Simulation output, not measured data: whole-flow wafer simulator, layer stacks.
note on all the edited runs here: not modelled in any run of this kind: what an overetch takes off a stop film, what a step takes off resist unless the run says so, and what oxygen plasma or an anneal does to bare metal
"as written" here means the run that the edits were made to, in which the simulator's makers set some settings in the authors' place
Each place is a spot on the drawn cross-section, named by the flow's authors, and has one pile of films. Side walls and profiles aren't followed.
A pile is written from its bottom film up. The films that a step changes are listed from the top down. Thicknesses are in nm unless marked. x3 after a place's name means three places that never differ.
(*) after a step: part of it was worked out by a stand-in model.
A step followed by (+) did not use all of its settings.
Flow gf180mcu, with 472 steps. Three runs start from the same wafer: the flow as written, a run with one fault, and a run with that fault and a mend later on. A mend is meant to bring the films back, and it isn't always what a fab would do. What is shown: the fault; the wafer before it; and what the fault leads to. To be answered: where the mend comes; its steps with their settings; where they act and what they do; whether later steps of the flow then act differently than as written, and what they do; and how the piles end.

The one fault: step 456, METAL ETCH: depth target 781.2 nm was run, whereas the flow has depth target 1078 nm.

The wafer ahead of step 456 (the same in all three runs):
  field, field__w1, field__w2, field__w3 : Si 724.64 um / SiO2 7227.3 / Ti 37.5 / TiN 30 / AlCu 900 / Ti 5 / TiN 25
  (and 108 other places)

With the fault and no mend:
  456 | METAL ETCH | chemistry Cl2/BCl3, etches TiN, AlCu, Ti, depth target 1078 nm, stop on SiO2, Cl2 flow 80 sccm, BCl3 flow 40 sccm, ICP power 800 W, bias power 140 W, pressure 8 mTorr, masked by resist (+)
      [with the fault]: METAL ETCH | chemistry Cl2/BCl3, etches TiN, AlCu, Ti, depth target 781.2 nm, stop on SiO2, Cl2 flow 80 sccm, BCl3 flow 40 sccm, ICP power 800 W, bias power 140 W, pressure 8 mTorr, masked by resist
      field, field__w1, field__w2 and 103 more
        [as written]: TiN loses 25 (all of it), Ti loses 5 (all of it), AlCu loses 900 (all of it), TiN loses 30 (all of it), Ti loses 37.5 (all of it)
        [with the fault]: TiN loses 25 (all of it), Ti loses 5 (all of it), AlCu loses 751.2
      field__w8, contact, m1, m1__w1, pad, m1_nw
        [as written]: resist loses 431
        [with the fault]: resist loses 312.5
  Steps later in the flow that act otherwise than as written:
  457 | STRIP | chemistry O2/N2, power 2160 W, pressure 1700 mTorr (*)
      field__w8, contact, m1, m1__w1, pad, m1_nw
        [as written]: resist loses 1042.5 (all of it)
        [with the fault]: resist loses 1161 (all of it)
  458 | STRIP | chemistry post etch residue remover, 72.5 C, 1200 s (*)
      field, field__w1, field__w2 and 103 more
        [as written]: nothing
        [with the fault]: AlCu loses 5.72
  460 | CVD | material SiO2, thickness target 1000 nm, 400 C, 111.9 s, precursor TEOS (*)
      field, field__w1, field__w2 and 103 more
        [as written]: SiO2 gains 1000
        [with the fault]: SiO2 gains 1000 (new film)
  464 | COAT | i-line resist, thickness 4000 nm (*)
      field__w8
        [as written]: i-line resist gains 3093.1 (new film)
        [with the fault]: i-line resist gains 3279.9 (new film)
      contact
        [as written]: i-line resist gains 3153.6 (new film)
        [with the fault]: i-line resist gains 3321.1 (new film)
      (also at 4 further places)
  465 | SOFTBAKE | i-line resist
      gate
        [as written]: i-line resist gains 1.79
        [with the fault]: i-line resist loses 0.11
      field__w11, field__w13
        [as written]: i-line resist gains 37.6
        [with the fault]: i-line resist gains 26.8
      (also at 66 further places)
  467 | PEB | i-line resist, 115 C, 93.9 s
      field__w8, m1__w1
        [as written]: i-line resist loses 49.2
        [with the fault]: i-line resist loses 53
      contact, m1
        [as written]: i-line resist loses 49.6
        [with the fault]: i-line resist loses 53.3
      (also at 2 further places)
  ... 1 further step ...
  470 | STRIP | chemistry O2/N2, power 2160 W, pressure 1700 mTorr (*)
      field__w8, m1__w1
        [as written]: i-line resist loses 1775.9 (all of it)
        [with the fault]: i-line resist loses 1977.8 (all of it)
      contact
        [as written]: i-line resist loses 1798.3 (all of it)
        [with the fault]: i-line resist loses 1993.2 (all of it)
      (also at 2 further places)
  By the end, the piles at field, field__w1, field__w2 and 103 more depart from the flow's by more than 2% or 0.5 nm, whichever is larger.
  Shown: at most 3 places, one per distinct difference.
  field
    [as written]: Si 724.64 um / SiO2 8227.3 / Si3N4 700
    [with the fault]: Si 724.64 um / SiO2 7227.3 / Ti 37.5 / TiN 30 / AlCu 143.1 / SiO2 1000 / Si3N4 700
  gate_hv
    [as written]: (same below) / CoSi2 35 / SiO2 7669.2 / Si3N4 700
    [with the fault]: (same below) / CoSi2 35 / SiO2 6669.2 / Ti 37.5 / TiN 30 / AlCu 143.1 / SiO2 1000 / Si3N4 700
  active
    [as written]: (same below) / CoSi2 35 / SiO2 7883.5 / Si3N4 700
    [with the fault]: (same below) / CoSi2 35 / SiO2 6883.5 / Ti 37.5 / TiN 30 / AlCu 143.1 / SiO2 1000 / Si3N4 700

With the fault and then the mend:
  The mend follows step 456.
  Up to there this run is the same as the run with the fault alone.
  456a | METAL ETCH | chemistry Cl2/BCl3, etches TiN, AlCu, Ti, depth target 296.3 nm, stop on SiO2, Cl2 flow 80 sccm, BCl3 flow 40 sccm, ICP power 800 W, bias power 140 W, pressure 8 mTorr, masked by resist (+) (a further turn of the flow's step 456, with different settings)
      field, field__w1, field__w2 and 103 more
        AlCu loses 148.8 (all of it), TiN loses 30 (all of it), Ti loses 37.5 (all of it)
      field__w8, contact, m1, m1__w1, pad, m1_nw
        resist loses 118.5
  Every later step of the flow that is run acts as written at every place that is followed.
  At every place that both follow, the piles at the end match the flow's.
